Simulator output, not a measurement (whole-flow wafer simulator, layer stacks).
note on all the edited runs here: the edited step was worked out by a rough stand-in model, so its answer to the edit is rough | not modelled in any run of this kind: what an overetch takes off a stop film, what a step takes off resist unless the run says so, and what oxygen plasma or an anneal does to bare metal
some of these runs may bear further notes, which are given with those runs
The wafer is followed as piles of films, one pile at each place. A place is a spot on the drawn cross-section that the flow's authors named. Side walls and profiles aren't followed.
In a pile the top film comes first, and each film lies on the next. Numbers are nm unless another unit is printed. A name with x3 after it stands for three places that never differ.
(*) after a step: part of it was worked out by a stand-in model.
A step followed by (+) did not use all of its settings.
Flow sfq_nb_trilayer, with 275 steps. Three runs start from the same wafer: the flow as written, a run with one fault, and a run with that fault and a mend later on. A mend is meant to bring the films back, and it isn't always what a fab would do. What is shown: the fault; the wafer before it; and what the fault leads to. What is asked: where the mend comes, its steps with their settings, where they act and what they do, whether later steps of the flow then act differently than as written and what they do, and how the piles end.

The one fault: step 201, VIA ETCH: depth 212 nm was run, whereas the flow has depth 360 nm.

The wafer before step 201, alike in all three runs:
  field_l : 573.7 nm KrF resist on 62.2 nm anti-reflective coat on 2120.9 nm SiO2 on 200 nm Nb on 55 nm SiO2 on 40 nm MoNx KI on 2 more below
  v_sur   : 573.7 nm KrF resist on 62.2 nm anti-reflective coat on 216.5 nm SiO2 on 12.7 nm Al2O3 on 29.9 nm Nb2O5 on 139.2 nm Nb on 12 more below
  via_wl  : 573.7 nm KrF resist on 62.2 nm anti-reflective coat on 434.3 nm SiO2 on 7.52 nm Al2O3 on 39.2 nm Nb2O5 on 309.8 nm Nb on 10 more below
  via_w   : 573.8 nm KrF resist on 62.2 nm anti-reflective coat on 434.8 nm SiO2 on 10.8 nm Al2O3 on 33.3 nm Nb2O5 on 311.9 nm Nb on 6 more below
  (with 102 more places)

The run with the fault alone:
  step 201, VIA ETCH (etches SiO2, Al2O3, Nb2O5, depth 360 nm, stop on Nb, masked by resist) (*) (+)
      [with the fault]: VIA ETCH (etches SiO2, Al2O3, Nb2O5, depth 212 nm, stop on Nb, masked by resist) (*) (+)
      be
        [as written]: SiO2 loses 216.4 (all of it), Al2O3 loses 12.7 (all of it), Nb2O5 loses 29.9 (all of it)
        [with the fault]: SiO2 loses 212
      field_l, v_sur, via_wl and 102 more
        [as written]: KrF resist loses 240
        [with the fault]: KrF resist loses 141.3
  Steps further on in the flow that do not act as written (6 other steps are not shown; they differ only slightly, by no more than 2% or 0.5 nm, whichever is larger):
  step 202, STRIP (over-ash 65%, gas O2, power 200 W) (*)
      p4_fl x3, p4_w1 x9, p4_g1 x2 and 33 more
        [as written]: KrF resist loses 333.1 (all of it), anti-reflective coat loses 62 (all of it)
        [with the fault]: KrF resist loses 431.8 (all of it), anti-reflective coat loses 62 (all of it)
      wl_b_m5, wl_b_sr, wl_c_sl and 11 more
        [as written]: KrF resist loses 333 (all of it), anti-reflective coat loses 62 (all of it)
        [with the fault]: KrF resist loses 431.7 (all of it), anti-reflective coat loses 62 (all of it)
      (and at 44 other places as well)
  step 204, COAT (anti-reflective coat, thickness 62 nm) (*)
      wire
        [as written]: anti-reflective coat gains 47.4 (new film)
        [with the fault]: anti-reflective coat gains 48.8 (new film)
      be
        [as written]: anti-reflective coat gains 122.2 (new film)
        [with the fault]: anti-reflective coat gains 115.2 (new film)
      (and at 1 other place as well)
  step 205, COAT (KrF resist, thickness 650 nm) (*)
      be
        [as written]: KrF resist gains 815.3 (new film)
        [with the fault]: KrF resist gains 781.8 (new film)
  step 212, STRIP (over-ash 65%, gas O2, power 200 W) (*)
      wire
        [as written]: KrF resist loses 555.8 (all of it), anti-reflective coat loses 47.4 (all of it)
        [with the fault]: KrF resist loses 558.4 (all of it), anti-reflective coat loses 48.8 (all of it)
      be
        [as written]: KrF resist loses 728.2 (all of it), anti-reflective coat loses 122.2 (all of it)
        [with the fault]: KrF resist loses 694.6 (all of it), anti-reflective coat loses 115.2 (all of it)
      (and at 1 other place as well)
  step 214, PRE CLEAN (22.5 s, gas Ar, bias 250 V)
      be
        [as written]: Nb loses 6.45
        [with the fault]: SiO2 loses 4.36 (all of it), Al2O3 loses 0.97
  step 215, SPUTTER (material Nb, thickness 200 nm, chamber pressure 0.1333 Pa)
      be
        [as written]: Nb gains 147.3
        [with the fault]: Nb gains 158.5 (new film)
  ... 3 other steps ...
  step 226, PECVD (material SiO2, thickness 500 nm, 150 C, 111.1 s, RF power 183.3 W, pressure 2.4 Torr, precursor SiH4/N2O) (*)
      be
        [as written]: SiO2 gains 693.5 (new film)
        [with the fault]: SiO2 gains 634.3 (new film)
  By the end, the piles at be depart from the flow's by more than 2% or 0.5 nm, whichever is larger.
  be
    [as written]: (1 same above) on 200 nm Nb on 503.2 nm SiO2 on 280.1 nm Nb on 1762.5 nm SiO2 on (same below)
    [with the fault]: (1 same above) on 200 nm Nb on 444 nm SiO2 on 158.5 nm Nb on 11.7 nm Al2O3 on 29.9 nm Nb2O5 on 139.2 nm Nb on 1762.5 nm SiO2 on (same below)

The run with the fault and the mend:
  After step 201 comes the mend.
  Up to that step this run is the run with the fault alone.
  step 201a, VIA ETCH (etches SiO2, Al2O3, Nb2O5, depth 148 nm, stop on Nb, masked by resist) (*) (+) (the flow's step 201, run once more with other settings)
      field_l, v_sur, via_wl and 102 more
        KrF resist loses 98.7
      be
        SiO2 loses 4.36 (all of it), Al2O3 loses 12.7 (all of it), Nb2O5 loses 29.9 (all of it)
  None of the later steps of the flow acts differently than as written at any place that is followed.
  By the end, the piles equal the flow's at every place that both follow.
